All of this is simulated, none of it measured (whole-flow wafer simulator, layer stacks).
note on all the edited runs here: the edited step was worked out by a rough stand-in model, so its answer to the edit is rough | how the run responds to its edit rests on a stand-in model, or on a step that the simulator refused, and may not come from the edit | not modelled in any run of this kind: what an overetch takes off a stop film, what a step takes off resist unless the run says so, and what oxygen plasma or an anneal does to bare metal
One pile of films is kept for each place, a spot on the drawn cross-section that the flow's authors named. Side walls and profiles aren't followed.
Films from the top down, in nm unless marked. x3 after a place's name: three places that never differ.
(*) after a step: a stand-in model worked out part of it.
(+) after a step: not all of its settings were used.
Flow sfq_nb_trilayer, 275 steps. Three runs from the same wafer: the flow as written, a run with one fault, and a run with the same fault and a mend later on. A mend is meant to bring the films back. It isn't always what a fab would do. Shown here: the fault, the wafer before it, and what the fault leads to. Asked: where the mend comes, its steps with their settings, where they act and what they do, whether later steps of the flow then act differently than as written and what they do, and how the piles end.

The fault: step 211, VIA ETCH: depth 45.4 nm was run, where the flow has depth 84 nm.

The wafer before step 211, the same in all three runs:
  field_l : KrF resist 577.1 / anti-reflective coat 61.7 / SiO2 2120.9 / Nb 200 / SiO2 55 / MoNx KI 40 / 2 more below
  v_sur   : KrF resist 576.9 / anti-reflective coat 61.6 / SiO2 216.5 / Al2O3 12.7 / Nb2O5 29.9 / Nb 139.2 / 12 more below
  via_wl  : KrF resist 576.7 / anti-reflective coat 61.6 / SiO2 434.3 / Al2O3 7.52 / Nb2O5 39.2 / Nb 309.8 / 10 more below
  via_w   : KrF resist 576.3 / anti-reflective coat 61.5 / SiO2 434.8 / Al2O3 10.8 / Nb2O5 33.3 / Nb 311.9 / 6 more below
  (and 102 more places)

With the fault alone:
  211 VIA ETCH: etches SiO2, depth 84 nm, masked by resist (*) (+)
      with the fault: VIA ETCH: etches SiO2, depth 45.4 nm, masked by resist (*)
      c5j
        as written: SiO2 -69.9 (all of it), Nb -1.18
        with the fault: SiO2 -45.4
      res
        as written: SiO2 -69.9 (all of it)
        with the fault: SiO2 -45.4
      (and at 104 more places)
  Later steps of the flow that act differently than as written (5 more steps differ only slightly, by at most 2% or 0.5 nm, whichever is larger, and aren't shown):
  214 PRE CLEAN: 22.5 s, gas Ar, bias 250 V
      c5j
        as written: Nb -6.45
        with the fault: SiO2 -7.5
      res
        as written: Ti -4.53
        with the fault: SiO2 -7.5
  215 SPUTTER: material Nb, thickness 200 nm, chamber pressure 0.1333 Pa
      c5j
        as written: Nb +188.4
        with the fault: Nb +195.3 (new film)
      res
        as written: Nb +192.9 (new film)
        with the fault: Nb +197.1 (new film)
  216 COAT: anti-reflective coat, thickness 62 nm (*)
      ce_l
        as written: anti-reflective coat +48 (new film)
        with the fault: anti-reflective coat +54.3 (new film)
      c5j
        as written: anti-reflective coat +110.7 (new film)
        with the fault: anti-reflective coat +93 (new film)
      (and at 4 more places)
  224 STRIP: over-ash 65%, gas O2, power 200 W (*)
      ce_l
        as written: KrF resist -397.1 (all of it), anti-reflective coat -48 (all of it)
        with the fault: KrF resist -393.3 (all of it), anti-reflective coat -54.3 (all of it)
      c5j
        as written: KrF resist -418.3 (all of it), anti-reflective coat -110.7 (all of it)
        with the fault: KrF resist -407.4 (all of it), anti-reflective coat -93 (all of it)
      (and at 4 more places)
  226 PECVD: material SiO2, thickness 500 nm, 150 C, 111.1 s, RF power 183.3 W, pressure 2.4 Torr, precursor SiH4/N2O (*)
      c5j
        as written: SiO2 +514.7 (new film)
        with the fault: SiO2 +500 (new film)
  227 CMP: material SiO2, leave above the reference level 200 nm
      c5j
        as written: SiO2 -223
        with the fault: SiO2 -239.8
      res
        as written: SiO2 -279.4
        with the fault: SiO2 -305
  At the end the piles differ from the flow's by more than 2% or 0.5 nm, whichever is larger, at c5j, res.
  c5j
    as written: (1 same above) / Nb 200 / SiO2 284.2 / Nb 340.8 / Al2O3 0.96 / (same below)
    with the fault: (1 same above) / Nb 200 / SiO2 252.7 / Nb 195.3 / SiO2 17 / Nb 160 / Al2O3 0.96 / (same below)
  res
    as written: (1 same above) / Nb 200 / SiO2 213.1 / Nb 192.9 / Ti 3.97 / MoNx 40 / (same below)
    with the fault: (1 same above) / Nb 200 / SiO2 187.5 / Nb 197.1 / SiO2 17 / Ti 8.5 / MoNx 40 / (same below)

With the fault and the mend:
  The mend comes after step 211.
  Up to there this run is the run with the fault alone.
  211a VIA ETCH: etches SiO2, depth 38.6 nm, masked by resist (*) (+) (the flow's step 211 once more, with other settings)
      field_l, v_sur, via_wl and 101 more
        KrF resist -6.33
      c5j
        SiO2 -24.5 (all of it), Nb -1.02
      res
        SiO2 -24.5 (all of it)
  No later step of the flow acts differently than as written, at any place that is followed, by more than 2% or 0.5 nm, whichever is larger.
  At the end the piles differ from the flow's only slightly at the places that both follow, by at most 2% or 0.5 nm, whichever is larger.
